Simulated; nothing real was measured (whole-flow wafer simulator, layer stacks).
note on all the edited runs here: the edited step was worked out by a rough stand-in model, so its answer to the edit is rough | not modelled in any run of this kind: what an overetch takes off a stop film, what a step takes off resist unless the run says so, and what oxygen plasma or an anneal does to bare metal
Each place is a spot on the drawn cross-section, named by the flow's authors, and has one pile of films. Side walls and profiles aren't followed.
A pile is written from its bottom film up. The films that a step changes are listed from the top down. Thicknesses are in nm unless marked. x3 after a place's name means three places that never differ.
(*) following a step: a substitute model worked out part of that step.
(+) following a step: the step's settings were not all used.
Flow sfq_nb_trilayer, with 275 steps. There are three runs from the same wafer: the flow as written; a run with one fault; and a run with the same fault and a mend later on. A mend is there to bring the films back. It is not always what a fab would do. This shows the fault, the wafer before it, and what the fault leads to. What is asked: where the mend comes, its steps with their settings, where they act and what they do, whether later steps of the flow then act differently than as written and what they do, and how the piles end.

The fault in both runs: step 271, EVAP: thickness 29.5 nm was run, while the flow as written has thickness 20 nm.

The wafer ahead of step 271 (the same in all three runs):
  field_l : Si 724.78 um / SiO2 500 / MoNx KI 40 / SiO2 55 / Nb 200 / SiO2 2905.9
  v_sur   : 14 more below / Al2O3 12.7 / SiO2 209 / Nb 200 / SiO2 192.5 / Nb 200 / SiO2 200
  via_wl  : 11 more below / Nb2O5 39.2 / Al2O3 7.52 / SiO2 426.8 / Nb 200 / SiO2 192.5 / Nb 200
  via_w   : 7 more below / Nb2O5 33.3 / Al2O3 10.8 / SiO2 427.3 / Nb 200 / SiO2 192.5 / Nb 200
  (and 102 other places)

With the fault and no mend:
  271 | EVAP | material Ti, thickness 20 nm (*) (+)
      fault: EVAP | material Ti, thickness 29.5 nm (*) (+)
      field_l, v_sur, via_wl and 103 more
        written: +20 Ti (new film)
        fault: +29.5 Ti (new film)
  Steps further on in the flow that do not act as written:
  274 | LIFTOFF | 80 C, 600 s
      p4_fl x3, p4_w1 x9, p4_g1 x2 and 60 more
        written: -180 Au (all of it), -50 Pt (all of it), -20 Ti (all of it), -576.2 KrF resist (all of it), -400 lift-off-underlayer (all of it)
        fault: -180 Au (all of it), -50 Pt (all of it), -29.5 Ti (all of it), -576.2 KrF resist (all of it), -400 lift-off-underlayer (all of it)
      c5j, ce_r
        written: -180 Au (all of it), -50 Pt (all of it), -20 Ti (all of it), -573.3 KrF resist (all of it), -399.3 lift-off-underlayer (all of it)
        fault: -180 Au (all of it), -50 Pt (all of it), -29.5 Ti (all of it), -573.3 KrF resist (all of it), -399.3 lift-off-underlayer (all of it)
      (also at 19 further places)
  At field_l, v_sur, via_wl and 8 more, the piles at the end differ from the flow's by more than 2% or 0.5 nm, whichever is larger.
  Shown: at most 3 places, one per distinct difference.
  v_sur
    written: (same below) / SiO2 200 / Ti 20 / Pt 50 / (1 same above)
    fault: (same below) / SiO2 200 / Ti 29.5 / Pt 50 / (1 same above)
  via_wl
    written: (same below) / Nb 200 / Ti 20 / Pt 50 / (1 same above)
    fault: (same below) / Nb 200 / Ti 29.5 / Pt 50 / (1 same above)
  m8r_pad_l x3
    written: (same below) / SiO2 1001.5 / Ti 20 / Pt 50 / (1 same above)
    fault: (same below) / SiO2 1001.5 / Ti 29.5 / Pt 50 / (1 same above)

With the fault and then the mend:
  The mend follows step 271.
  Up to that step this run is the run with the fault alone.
  271a | METAL ETCH | etches Ti, MoNx, depth 9.5 nm (the flow's step 190 again, with other settings)
      field_l, v_sur, via_wl and 103 more
        -9.5 Ti
  Every later step of the flow that is run acts as written at every place that is followed.
  By the end, the piles equal the flow's at every place that both follow.
